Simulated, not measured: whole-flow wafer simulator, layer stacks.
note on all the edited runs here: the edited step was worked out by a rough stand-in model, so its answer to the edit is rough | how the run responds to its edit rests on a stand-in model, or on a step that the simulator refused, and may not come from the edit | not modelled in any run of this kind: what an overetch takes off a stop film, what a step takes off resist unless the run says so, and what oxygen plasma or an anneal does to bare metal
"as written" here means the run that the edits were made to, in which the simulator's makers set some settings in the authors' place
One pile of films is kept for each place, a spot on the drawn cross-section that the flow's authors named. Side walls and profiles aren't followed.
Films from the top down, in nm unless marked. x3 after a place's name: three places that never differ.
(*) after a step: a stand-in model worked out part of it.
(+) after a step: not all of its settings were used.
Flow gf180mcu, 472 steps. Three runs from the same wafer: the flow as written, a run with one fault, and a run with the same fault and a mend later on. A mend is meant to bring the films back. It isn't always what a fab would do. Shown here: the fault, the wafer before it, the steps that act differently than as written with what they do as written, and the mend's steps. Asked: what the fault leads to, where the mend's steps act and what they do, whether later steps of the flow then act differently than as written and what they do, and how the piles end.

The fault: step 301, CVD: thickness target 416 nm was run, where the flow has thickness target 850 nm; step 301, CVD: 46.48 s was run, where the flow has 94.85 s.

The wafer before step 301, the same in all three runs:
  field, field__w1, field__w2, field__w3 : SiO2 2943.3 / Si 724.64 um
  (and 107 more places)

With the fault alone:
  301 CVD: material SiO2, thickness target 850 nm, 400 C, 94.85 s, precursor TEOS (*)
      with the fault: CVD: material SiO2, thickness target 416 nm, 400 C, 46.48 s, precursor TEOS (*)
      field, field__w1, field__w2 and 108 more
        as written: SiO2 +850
        with the fault: SiO2 +425.7
  Later steps of the flow that act differently than as written (2 more steps differ only slightly, by at most 2% or 0.5 nm, whichever is larger, and aren't shown):
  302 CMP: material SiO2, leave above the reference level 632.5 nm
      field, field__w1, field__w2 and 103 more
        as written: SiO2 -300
        with the fault: nothing
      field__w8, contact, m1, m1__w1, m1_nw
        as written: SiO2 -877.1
        with the fault: SiO2 -452.8
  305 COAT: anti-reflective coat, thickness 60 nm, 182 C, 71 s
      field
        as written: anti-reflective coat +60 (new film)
        with the fault: anti-reflective coat +109.8 (new film)
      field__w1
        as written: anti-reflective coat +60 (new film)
        with the fault: anti-reflective coat +86.7 (new film)
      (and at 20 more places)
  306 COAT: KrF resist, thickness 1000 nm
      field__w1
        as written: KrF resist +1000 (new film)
        with the fault: KrF resist +977.1 (new film)
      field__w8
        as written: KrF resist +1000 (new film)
        with the fault: KrF resist +977.8 (new film)
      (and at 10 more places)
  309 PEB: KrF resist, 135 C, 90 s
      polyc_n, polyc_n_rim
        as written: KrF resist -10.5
        with the fault: KrF resist -11.6
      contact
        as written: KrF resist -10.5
        with the fault: KrF resist -9.59
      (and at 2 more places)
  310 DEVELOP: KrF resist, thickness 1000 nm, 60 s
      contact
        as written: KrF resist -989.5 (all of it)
        with the fault: KrF resist -929.6 (all of it)
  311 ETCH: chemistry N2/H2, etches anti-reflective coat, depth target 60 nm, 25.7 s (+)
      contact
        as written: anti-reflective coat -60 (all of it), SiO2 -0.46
        with the fault: anti-reflective coat -22.9 (all of it), SiO2 -1.41
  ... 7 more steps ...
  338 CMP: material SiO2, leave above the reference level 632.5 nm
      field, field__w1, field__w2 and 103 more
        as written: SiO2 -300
        with the fault: SiO2 -287.7
  At the end the piles differ from the flow's by more than 2% or 0.5 nm, whichever is larger, at field, field__w1, field__w2 and 109 more.
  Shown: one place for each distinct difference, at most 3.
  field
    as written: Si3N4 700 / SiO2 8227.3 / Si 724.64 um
    with the fault: Si3N4 700 / SiO2 4750.1 / W 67 / TiN 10 / Ti 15 / SiO2 3369 / Si 724.64 um
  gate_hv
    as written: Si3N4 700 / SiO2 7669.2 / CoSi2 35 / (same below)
    with the fault: Si3N4 700 / SiO2 4750.1 / W 67 / TiN 10 / Ti 15 / SiO2 2810.9 / CoSi2 35 / (same below)
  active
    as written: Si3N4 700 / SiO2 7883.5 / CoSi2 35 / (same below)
    with the fault: Si3N4 700 / SiO2 4750.1 / W 67 / TiN 10 / Ti 15 / SiO2 3025.2 / CoSi2 35 / (same below)

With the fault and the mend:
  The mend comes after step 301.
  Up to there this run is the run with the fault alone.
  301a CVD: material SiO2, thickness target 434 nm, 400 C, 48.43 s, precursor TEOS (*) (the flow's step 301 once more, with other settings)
      field, field__w1, field__w2 and 108 more
        SiO2 +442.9
  Later steps of the flow that act differently than as written:
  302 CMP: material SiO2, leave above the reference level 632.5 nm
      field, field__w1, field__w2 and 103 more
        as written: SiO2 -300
        with the mend: SiO2 -318.6
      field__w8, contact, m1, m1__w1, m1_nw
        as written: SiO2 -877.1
        with the mend: SiO2 -895.7
  At the end the piles are the same as the flow's at every place that both follow.
